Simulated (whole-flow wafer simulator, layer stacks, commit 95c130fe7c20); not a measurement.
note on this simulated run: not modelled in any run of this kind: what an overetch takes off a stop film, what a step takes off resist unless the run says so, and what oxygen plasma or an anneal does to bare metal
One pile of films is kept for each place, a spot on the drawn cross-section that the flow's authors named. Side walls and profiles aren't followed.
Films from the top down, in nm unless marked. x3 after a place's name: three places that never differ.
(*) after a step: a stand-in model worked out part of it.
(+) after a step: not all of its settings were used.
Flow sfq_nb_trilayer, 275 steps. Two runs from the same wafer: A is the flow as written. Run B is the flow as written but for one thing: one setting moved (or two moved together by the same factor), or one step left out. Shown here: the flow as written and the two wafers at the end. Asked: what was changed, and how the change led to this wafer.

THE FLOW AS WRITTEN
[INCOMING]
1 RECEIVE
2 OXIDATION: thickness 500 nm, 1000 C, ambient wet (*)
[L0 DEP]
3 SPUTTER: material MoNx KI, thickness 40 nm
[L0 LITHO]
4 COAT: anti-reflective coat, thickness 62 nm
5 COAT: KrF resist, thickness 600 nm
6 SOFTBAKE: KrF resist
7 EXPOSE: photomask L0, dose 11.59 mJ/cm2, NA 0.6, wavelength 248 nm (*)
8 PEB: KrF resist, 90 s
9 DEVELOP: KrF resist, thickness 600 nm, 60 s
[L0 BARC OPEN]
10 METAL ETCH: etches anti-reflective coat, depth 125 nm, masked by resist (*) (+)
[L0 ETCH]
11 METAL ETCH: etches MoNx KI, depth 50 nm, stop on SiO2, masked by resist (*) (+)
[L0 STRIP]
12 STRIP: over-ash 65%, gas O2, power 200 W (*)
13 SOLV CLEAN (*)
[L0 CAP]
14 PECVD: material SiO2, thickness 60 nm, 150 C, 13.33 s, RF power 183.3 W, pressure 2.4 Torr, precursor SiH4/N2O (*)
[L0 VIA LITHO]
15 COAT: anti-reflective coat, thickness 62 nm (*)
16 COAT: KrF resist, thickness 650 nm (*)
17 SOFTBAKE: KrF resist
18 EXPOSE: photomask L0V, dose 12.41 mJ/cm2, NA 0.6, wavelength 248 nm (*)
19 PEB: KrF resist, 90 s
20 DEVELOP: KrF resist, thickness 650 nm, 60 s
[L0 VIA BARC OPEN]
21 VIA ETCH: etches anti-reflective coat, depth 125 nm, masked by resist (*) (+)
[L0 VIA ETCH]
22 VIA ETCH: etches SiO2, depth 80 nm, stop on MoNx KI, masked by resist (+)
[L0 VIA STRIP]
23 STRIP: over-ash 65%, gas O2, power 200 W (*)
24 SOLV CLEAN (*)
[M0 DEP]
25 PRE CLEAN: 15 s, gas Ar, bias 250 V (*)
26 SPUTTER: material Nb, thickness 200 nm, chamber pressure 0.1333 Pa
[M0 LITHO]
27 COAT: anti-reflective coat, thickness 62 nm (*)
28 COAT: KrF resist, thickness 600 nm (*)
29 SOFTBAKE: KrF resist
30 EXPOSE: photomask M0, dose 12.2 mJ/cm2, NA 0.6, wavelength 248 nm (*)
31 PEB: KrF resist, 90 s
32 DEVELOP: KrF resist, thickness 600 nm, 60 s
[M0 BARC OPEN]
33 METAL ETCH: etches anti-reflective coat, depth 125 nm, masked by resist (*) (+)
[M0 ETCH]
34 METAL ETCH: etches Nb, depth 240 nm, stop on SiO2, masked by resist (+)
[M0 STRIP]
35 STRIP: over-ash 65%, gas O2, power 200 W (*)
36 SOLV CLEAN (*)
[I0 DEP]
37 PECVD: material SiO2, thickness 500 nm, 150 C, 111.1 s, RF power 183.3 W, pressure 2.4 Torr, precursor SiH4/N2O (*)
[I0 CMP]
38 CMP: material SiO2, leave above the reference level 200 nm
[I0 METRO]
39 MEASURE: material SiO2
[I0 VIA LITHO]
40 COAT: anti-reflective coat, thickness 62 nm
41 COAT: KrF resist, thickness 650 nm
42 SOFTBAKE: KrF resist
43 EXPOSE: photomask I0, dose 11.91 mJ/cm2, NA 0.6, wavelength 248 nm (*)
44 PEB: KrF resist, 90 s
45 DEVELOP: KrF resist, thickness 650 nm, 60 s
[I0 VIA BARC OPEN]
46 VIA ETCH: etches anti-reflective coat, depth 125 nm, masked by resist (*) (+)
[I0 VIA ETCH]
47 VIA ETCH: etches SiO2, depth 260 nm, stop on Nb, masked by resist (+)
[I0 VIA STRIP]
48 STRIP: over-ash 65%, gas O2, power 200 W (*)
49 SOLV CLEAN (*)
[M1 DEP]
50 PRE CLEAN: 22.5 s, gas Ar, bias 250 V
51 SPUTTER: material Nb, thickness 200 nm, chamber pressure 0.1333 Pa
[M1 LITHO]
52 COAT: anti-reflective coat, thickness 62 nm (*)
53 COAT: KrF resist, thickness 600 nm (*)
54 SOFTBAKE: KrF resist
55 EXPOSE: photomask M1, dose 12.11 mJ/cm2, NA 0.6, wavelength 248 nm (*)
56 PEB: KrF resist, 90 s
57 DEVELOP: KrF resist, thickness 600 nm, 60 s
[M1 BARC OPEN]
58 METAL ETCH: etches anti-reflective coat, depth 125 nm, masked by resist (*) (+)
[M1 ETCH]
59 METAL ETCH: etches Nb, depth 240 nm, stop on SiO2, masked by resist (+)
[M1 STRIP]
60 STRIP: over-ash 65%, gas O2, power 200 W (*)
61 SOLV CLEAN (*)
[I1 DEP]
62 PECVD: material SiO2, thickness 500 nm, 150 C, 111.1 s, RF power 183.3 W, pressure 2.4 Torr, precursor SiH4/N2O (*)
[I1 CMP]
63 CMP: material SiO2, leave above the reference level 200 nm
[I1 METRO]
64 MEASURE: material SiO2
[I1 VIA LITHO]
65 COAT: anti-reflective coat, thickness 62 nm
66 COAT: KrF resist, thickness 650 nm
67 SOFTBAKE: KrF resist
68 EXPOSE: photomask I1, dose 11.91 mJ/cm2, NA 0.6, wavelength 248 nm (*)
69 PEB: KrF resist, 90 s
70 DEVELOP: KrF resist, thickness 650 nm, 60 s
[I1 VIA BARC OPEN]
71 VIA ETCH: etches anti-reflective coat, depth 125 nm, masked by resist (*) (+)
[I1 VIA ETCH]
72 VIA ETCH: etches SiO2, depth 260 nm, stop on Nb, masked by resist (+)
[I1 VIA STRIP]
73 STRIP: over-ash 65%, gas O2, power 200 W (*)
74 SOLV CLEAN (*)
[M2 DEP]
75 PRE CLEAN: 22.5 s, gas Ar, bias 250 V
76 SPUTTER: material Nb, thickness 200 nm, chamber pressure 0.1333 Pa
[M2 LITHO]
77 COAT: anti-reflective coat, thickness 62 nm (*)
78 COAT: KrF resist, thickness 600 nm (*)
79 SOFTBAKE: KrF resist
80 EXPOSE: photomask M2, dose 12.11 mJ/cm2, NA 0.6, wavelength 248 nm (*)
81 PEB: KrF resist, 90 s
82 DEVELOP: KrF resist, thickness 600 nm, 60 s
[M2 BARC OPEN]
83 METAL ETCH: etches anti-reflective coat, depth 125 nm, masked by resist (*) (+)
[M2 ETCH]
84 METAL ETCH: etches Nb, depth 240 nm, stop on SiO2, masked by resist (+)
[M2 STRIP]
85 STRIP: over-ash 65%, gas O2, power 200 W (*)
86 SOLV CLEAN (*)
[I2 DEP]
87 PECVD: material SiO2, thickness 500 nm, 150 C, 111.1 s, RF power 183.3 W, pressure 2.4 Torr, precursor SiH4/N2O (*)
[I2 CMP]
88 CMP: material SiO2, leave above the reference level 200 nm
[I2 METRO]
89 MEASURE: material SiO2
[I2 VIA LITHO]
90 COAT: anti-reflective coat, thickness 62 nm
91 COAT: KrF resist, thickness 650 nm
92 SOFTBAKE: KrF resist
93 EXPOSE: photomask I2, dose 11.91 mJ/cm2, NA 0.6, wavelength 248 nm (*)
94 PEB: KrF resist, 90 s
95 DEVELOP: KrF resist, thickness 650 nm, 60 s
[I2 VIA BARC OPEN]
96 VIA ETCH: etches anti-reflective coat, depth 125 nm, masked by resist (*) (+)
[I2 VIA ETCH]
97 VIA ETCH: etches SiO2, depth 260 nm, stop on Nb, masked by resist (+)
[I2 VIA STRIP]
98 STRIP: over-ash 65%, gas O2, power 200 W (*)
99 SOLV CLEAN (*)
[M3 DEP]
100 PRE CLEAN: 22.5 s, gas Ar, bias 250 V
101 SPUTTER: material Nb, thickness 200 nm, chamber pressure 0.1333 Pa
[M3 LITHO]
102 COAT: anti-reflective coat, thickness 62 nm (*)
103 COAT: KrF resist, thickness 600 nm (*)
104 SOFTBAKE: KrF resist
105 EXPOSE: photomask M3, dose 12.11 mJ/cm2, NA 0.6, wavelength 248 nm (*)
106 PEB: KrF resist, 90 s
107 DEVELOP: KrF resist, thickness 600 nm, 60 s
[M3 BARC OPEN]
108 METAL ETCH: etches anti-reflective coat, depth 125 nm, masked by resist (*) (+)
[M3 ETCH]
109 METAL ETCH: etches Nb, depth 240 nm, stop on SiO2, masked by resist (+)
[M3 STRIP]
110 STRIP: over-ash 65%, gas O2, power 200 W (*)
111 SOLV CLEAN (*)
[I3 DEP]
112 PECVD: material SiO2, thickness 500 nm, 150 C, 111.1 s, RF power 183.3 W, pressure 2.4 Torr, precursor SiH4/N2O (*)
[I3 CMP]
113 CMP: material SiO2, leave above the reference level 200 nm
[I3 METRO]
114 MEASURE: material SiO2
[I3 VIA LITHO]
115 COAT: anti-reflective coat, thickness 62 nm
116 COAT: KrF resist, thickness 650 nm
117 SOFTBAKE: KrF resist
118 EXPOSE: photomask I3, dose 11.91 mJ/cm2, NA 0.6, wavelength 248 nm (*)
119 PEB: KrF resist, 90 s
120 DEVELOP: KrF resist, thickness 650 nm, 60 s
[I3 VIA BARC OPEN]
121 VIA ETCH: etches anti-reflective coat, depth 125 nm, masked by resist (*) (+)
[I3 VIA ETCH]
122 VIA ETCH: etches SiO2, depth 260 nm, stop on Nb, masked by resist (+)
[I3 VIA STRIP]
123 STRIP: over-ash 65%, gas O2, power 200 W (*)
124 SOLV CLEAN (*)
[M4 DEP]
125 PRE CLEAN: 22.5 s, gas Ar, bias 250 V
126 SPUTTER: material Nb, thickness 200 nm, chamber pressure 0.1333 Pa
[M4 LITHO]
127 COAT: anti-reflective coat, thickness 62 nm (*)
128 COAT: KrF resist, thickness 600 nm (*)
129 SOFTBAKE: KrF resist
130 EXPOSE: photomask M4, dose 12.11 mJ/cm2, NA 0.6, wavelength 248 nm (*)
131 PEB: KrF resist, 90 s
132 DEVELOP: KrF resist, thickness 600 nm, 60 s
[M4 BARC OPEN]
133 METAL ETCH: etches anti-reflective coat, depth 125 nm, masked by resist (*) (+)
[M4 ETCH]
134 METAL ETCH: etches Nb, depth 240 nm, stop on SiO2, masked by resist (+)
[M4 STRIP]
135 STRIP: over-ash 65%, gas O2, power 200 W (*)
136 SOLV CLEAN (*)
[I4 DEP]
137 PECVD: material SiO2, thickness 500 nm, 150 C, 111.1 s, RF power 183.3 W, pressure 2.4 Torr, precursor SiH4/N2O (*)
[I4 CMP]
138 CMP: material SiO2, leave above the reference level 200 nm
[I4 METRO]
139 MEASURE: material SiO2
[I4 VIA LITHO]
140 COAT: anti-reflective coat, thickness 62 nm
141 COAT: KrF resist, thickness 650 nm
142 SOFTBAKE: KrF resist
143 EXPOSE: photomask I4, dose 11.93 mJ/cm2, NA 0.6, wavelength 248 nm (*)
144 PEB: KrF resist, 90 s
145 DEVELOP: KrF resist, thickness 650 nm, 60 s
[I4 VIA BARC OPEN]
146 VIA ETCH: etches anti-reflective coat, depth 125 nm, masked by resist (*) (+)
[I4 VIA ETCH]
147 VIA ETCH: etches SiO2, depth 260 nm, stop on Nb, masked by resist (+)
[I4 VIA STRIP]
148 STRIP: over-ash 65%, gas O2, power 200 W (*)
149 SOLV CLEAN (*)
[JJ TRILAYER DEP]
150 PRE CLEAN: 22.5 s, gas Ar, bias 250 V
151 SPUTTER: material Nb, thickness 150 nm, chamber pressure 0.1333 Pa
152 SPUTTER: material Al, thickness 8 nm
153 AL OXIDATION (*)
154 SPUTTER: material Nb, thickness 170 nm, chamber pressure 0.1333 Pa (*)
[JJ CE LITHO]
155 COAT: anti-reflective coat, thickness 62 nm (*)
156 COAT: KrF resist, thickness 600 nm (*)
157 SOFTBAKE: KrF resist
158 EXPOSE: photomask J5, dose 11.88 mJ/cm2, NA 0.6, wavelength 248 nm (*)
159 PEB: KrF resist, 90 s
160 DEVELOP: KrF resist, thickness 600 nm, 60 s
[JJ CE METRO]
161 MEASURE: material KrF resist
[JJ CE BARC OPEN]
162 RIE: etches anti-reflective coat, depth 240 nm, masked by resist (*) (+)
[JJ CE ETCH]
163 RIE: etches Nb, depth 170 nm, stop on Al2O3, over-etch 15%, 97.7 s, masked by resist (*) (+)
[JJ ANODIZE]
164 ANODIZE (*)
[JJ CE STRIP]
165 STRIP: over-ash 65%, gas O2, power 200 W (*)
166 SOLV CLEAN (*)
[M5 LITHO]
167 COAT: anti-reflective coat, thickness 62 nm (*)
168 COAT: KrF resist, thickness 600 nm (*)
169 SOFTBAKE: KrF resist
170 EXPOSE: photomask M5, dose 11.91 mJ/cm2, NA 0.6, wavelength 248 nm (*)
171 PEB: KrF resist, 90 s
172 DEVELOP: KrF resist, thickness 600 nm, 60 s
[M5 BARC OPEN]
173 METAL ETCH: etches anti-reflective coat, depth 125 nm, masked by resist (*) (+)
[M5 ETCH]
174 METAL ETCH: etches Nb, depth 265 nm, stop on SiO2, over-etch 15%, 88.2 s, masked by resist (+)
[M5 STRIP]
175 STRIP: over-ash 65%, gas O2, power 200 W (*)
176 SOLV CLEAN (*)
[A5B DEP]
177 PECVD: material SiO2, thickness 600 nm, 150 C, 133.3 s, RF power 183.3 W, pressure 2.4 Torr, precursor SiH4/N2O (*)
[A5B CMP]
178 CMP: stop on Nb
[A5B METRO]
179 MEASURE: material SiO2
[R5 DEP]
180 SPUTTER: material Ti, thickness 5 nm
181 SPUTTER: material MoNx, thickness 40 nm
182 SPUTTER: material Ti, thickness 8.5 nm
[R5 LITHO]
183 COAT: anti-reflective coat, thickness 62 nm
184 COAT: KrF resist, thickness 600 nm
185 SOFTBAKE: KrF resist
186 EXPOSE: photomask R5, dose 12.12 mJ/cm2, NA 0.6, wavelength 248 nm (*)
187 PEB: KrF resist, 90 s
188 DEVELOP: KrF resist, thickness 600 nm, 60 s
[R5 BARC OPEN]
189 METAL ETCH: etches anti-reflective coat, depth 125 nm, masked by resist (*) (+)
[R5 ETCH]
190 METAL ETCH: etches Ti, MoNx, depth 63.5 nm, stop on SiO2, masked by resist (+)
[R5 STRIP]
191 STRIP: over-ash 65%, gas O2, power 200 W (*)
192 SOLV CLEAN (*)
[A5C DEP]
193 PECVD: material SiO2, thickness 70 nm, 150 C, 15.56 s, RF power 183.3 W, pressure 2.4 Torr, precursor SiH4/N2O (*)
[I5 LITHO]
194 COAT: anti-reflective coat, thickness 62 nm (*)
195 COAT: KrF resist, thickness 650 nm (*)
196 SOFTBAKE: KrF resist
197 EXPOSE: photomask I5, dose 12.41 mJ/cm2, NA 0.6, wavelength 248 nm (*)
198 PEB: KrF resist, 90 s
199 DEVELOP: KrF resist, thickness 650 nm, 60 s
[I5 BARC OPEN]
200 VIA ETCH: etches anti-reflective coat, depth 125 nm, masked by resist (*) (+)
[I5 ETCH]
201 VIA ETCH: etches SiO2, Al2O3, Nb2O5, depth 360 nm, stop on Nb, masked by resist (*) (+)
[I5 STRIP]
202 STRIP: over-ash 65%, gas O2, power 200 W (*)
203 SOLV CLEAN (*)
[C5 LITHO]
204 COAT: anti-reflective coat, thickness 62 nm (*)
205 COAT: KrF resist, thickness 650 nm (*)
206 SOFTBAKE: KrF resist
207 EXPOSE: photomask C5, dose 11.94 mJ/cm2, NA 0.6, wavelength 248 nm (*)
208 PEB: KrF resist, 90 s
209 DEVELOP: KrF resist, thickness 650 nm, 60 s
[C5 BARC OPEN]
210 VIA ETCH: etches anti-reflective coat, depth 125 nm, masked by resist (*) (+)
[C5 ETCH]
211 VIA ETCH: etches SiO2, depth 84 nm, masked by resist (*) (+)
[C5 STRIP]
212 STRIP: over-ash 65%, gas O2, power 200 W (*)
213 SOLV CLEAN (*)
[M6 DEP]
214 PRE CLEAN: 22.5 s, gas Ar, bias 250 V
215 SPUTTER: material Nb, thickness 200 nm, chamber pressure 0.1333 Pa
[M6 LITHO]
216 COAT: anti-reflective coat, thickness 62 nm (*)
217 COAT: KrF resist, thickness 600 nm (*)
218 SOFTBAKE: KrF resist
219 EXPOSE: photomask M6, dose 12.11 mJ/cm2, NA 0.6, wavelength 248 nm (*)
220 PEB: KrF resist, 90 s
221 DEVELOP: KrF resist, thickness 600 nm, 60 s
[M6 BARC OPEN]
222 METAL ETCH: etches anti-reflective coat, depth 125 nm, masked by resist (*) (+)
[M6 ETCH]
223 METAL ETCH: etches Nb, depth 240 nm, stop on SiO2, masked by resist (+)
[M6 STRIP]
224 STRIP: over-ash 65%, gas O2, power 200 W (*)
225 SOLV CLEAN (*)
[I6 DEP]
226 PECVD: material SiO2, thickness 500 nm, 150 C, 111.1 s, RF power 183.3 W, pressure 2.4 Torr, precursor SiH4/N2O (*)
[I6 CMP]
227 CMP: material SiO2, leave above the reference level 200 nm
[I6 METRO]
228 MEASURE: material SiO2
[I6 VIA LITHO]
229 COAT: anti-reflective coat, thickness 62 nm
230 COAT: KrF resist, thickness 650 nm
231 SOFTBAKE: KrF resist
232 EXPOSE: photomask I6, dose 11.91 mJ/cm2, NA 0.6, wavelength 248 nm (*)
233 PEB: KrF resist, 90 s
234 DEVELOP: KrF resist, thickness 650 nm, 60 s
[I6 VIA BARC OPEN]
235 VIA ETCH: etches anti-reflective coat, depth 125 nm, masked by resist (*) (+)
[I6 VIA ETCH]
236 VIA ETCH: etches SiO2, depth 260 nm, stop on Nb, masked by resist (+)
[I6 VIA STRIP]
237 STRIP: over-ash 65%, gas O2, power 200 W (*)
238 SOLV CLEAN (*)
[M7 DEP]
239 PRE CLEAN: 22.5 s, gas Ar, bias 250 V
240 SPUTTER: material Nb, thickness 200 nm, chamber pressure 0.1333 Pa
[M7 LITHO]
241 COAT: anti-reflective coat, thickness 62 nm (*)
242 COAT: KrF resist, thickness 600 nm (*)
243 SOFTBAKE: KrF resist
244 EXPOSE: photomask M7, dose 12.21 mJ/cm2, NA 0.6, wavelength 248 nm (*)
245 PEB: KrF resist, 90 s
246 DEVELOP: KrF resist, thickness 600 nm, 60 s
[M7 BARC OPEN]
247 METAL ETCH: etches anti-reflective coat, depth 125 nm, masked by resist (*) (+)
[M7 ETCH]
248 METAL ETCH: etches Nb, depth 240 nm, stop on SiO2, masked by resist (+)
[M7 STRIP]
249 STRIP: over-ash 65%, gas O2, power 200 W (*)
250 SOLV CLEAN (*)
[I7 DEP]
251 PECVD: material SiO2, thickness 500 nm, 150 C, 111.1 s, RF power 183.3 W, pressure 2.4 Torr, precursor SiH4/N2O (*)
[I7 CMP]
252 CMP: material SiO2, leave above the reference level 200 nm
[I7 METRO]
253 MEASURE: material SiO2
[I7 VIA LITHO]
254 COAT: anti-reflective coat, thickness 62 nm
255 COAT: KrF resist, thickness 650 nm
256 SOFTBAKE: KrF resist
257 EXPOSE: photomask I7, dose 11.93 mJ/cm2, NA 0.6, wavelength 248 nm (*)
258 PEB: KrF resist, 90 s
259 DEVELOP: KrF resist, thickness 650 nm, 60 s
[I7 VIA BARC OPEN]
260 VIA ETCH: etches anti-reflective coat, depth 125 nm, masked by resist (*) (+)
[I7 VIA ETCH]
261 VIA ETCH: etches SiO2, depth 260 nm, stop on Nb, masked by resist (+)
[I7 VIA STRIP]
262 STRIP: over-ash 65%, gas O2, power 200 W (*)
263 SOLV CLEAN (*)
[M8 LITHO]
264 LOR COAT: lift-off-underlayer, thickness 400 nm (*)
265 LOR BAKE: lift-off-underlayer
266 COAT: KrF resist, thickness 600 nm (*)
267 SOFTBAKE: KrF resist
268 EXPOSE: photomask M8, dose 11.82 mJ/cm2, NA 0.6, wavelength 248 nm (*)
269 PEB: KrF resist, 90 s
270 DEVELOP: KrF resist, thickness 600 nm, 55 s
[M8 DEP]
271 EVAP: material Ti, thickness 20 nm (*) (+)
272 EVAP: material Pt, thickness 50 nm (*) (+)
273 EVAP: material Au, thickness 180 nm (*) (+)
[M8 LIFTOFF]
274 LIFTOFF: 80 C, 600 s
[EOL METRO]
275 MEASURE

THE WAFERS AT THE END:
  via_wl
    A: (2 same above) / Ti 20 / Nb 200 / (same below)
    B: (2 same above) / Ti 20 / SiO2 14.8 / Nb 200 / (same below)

The cause: step 261, VIA ETCH: depth 185 nm was run, where the flow has depth 260 nm.

How the change led to this, step by step:
  261 VIA ETCH: etches SiO2, depth 260 nm, stop on Nb, masked by resist (+)
      via_wl, via_w, via_wr: A SiO2 -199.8 (all of it) | B SiO2 -185
      field_l, v_sur, via_sp and 100 more: A KrF resist -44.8 | B KrF resist -31.9
  262 STRIP: over-ash 65%, gas O2, power 200 W (*)
      field_l, v_sur, via_sp and 100 more: A KrF resist -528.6 (all of it), anti-reflective coat -62 (all of it) | B KrF resist -541.5 (all of it), anti-reflective coat -62 (all of it)
  264 LOR COAT: lift-off-underlayer, thickness 400 nm (*)
      via_wl, via_wr: A lift-off-underlayer +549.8 (new film) | B lift-off-underlayer +538.7 (new film)
  270 DEVELOP: KrF resist, thickness 600 nm, 55 s
      via_wl: A KrF resist -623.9 (all of it), lift-off-underlayer -549.8 (all of it) | B KrF resist -622 (all of it), lift-off-underlayer -538.7 (all of it)
      via_wr: A KrF resist -624.6 (all of it), lift-off-underlayer -549.8 (all of it) | B KrF resist -622.7 (all of it), lift-off-underlayer -538.7 (all of it)
Counting metal films that touch as one body, via_wl has 8 bodies (between them, from the top down: SiO2 14.8; SiO2 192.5; SiO2 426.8 / Al2O3 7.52 / Nb2O5 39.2; SiO2 192.5; SiO2 192.5; SiO2 192.5; SiO2 192.5); the flow as written gives 7 bodies (between them, from the top down: SiO2 192.5; SiO2 426.8 / Al2O3 7.52 / Nb2O5 39.2; SiO2 192.5; SiO2 192.5; SiO2 192.5; SiO2 192.5).
